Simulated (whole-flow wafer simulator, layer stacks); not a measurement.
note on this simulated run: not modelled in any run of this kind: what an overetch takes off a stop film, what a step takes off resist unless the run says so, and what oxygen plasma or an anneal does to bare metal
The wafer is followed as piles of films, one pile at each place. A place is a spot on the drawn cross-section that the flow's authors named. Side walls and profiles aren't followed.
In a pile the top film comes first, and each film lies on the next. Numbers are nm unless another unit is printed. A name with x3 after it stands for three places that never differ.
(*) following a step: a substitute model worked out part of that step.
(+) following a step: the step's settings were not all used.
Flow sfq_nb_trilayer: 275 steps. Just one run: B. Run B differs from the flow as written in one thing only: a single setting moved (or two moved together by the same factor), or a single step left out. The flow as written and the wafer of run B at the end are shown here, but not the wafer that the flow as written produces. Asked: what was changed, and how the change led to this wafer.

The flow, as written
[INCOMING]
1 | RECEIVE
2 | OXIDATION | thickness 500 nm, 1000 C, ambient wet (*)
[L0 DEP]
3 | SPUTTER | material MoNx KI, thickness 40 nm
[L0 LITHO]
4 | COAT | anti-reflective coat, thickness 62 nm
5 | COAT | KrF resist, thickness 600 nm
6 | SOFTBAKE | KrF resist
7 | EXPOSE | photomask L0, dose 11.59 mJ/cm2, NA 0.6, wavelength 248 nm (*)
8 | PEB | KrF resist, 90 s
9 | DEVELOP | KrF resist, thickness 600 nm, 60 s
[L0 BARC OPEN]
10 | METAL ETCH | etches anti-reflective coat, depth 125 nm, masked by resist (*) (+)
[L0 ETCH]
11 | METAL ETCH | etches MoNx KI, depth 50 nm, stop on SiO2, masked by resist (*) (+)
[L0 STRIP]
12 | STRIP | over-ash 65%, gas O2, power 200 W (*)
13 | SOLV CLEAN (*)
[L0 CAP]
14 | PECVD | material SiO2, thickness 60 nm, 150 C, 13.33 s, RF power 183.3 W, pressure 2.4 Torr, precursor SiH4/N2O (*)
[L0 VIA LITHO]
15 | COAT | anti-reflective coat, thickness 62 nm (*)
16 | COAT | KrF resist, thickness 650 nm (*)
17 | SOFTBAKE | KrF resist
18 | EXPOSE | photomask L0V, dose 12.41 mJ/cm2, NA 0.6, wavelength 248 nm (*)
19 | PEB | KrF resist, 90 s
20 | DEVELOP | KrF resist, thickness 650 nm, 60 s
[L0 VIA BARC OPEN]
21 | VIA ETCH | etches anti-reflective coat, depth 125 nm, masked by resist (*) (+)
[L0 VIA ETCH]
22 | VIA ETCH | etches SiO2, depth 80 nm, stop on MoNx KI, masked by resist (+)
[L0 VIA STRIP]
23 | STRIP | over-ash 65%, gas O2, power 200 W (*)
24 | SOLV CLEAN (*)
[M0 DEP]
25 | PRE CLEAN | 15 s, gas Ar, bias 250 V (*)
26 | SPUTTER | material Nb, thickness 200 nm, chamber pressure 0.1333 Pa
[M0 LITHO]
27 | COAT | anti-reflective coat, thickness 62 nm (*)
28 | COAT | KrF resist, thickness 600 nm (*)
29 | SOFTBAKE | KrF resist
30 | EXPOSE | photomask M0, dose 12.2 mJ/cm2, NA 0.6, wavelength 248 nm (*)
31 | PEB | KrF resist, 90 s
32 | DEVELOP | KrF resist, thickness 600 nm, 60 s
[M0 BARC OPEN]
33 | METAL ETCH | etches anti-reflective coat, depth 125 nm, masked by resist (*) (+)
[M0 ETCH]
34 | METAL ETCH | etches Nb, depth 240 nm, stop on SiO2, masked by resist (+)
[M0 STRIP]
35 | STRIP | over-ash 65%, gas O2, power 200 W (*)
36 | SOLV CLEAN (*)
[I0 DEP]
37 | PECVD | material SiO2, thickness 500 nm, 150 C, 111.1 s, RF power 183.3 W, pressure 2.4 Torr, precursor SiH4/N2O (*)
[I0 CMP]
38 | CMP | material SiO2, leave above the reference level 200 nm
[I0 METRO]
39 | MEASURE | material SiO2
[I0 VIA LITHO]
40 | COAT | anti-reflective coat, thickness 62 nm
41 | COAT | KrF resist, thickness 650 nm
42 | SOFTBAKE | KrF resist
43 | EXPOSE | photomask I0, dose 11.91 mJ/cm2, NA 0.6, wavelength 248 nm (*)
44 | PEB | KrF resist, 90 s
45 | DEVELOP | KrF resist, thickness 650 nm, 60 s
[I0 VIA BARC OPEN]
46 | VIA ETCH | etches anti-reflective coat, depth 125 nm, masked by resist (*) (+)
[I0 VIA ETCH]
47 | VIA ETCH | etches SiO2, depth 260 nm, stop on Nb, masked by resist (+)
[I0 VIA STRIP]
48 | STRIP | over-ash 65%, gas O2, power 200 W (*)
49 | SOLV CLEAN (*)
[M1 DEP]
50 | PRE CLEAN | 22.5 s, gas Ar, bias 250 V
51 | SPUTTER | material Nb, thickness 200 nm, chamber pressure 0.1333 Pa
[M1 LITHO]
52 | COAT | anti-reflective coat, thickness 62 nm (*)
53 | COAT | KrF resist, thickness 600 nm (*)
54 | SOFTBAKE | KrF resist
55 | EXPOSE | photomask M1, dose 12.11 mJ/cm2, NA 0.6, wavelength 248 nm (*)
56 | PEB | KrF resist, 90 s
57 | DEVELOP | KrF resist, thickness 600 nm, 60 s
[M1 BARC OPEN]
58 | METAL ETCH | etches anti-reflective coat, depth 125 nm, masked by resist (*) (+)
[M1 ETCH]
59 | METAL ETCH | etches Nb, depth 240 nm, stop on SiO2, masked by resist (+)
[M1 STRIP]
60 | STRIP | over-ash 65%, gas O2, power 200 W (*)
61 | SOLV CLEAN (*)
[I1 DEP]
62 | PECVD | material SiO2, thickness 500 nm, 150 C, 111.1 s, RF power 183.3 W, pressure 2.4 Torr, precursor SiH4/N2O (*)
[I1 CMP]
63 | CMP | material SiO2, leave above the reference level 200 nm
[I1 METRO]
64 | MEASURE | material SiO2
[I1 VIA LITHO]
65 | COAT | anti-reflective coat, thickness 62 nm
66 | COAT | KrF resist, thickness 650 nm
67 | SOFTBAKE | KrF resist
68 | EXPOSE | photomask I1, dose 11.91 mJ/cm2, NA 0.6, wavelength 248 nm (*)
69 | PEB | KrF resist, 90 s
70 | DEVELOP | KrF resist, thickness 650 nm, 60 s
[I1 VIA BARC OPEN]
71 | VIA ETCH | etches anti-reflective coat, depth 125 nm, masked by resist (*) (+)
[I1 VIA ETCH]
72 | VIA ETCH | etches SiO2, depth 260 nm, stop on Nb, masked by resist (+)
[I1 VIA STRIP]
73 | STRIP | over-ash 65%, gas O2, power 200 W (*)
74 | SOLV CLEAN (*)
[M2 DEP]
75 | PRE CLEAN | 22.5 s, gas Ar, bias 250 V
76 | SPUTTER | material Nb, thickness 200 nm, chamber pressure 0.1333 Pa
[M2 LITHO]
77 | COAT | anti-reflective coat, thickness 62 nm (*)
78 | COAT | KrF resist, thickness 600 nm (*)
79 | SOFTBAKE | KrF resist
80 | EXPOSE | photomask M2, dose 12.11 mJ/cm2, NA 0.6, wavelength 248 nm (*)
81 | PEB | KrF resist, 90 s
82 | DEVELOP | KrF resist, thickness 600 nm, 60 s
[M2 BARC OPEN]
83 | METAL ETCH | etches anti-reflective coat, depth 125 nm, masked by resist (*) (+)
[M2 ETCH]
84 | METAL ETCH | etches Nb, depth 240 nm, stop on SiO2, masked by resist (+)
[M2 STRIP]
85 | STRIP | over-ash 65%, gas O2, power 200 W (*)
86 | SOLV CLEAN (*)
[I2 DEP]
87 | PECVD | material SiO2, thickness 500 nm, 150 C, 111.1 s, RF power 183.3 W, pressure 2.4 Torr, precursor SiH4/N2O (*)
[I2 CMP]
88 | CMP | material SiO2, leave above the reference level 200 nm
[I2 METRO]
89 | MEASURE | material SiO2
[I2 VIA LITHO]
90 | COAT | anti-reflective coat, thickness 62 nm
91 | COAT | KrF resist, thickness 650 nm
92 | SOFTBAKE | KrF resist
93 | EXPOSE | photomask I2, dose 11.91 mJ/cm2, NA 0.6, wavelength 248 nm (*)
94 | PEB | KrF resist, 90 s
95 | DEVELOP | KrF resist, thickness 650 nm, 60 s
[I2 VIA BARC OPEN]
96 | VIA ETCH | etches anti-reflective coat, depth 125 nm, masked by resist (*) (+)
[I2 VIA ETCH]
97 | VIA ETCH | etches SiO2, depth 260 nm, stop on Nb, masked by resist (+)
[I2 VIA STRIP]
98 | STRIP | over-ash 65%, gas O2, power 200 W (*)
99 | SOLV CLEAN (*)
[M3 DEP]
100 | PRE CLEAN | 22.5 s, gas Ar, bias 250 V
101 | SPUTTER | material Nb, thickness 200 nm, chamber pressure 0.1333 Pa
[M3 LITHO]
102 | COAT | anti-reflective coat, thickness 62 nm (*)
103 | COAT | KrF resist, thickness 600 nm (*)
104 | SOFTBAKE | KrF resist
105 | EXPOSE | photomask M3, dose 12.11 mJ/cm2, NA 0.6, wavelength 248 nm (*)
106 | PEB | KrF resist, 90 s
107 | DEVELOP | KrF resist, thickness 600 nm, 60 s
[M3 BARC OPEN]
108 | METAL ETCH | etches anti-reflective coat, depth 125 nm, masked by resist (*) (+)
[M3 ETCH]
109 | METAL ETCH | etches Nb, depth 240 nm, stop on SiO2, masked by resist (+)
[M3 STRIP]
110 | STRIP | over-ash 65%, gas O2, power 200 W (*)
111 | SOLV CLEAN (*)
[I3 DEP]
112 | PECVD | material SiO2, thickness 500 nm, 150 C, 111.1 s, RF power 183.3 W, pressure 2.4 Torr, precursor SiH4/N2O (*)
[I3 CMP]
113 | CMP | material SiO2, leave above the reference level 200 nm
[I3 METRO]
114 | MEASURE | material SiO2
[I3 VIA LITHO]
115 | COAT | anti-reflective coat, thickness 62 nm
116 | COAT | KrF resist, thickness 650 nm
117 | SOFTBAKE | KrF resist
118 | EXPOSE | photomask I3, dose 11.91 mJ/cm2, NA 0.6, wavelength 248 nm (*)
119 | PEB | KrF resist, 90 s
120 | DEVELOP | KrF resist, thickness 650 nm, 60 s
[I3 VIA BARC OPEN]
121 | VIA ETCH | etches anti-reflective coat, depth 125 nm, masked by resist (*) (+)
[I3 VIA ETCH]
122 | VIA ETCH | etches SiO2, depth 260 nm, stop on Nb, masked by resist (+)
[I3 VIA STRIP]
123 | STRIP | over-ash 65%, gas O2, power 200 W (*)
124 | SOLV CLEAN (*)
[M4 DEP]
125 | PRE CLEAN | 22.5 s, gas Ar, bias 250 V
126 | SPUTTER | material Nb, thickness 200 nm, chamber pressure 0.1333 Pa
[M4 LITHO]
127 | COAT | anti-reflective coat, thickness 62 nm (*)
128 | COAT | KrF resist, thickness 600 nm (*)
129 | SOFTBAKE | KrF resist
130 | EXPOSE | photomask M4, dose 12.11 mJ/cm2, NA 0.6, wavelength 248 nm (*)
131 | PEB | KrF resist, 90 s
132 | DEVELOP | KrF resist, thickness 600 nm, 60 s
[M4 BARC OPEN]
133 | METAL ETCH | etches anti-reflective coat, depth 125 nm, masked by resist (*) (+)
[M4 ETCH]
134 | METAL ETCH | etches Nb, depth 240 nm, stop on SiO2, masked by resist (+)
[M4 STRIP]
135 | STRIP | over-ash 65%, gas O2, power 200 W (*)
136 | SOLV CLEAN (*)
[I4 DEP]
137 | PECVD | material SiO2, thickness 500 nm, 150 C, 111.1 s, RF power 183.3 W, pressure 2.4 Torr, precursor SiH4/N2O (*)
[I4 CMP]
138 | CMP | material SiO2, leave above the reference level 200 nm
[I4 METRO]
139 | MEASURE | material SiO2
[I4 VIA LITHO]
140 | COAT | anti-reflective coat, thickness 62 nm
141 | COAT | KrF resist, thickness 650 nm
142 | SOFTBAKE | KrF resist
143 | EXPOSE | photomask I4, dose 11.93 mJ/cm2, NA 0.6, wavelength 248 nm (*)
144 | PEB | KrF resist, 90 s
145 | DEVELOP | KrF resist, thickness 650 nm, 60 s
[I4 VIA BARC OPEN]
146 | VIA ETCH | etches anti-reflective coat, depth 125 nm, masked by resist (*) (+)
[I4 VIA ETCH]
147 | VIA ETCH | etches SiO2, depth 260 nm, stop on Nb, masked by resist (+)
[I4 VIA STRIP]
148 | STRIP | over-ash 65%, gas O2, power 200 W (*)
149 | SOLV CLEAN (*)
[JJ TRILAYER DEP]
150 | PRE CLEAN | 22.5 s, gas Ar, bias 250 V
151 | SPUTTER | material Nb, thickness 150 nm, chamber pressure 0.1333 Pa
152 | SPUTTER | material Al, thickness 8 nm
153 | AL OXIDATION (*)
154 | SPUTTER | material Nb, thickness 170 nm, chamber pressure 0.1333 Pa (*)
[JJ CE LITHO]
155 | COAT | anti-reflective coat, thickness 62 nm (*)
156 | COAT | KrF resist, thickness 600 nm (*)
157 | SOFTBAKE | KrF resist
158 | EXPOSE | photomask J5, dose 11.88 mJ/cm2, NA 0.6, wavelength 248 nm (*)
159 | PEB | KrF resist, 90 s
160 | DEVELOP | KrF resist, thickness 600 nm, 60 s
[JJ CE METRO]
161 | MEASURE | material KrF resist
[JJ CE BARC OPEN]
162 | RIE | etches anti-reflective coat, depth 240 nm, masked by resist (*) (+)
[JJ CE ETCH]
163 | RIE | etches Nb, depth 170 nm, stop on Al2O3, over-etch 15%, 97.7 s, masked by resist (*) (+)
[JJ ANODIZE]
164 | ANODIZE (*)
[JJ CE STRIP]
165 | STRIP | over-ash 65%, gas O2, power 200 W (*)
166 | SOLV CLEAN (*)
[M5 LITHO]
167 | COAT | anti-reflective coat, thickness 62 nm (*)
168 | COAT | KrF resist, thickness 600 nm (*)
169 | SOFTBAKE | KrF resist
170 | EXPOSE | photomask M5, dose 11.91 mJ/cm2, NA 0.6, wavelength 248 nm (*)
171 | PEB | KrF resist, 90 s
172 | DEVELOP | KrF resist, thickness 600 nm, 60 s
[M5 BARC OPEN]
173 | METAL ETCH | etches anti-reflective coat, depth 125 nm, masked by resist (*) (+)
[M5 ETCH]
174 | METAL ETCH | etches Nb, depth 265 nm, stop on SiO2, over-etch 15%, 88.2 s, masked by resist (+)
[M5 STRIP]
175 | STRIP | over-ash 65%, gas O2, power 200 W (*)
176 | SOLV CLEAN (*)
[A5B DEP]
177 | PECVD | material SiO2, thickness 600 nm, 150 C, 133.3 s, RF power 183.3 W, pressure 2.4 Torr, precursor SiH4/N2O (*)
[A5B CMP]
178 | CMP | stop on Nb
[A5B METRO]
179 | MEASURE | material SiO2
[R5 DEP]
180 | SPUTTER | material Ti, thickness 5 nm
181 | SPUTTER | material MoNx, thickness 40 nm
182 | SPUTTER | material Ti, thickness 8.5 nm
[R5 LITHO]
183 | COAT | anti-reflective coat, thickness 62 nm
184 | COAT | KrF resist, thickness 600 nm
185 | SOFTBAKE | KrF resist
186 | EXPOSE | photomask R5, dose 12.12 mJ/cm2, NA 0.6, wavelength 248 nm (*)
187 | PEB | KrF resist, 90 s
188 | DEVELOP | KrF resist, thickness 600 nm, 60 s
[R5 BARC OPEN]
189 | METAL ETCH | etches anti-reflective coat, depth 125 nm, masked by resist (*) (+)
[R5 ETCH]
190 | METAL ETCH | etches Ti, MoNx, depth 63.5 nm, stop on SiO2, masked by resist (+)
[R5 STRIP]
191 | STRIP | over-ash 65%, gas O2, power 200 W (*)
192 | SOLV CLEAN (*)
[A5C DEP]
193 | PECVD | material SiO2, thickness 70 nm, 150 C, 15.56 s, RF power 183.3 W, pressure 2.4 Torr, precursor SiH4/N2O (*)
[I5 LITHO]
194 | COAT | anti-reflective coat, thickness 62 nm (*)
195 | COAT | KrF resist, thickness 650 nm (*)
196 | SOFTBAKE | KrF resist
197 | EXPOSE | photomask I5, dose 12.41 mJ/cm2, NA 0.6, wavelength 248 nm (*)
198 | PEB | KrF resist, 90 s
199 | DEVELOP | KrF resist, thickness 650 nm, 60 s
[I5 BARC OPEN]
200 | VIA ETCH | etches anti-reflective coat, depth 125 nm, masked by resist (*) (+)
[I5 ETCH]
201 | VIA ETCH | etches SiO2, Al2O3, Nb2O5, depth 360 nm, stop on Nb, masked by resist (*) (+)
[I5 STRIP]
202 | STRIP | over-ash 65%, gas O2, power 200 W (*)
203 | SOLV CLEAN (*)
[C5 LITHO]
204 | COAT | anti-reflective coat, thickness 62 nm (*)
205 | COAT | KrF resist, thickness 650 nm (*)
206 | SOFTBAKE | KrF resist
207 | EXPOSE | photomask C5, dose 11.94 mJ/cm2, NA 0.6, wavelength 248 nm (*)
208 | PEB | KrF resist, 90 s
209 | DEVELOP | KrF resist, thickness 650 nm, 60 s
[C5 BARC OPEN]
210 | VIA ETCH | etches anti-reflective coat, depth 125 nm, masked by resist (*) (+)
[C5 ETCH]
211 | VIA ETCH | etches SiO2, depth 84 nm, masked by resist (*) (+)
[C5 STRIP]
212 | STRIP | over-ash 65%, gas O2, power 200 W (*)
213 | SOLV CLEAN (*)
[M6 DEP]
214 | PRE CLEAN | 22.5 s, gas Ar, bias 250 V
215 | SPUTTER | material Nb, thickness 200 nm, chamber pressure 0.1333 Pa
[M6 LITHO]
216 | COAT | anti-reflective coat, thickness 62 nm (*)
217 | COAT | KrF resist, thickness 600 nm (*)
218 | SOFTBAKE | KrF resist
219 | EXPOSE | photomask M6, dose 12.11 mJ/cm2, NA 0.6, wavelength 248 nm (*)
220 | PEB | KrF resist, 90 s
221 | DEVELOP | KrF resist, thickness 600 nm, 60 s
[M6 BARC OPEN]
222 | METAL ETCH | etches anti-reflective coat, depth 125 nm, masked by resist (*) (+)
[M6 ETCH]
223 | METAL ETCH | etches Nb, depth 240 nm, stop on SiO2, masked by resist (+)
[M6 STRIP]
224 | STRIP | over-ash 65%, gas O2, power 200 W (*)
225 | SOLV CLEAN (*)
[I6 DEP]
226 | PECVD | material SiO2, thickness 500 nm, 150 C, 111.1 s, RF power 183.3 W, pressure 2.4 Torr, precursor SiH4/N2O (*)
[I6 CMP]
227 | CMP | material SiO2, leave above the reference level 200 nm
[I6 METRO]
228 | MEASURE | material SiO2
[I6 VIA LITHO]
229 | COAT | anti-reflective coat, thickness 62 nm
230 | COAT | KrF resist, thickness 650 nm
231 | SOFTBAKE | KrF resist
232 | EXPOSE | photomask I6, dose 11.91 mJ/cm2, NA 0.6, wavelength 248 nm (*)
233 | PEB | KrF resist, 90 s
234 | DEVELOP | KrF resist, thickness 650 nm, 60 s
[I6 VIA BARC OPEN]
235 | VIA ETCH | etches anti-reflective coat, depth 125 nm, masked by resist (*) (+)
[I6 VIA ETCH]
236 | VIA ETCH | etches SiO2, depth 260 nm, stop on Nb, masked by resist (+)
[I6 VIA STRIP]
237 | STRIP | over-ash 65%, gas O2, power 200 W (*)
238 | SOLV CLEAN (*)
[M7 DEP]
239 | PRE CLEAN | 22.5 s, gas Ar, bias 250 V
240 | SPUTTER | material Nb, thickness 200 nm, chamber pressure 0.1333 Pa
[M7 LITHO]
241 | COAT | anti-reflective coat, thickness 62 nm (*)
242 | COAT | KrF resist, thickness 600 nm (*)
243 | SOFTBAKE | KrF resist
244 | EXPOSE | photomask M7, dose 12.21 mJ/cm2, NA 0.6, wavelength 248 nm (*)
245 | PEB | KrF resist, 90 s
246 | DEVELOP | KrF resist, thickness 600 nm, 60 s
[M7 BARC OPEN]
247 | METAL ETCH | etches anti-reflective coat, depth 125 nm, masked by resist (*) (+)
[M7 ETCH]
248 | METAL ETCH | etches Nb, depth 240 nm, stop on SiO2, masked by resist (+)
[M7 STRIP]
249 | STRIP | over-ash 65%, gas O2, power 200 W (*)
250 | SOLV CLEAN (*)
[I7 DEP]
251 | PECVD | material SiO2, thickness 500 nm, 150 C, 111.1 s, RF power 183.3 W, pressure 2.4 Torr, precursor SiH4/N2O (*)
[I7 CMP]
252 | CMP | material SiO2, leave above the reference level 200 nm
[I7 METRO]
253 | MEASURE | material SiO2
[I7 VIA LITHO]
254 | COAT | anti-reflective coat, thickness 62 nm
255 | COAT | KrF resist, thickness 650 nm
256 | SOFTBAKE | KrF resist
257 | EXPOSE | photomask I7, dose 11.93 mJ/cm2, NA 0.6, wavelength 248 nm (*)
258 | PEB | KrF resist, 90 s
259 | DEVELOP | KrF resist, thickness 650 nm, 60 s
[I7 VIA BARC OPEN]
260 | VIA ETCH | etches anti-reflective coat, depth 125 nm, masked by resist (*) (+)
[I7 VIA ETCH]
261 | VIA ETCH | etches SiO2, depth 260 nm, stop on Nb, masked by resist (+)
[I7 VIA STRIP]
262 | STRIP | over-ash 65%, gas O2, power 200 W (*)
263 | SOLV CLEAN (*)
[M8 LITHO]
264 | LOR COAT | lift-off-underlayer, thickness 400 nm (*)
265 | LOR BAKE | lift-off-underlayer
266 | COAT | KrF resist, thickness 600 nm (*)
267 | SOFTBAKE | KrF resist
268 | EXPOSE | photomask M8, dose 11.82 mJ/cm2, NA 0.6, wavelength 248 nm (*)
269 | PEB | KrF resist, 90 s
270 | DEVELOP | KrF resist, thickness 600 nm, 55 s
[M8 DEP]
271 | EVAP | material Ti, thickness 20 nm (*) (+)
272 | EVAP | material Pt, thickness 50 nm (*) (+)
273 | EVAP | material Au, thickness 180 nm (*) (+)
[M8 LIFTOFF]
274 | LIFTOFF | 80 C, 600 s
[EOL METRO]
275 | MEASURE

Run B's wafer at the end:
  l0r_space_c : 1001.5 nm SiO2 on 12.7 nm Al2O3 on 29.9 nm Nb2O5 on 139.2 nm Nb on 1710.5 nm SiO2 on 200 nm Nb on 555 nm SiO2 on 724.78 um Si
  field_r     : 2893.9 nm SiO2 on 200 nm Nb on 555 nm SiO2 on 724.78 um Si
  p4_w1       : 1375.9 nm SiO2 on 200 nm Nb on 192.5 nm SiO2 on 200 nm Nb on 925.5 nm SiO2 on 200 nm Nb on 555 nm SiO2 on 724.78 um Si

What caused this: step 63, CMP: leave above the reference level 148 nm was run, while the flow as written has leave above the reference level 200 nm.

How this came from the change, step by step:
  63 | CMP | material SiO2, leave above the reference level 200 nm
      field_l, be, be_sur and 72 more: -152 SiO2 (as written it would have been: -100 SiO2)
      v_sur, via_wl, via_wr and 20 more: -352 SiO2 (as written it would have been: -300 SiO2)
      (and at 8 other places as well)
  72 | VIA ETCH | etches SiO2, depth 260 nm, stop on Nb, masked by resist (+)
      field_l, v_sur, via_wl and 102 more: -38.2 KrF resist (as written it would have been: -44.8 KrF resist)
      via_v: -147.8 SiO2 (all of it) (as written it would have been: -199.8 SiO2 (all of it))
  76 | SPUTTER | material Nb, thickness 200 nm, chamber pressure 0.1333 Pa
      via_v: +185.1 Nb (as written it would have been: +174.5 Nb)
  77 | COAT | anti-reflective coat, thickness 62 nm (*)
      via_v: +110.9 anti-reflective coat (new film) (as written it would have been: +123.1 anti-reflective coat (new film))
  78 | COAT | KrF resist, thickness 600 nm (*)
      via_v: +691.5 KrF resist (new film) (as written it would have been: +733.7 KrF resist (new film))
  85 | STRIP | over-ash 65%, gas O2, power 200 W (*)
      via_v: -473.7 KrF resist (all of it), -110.9 anti-reflective coat (all of it) (as written it would have been: -515.8 KrF resist (all of it), -123.1 anti-reflective coat (all of it))
  87 | PECVD | material SiO2, thickness 500 nm, 150 C, 111.1 s, RF power 183.3 W, pressure 2.4 Torr, precursor SiH4/N2O (*)
      via_v: +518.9 SiO2 (new film) (as written it would have been: +606 SiO2 (new film))
  88 | CMP | material SiO2, leave above the reference level 200 nm
      via_v: -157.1 SiO2 (as written it would have been: -181.6 SiO2)
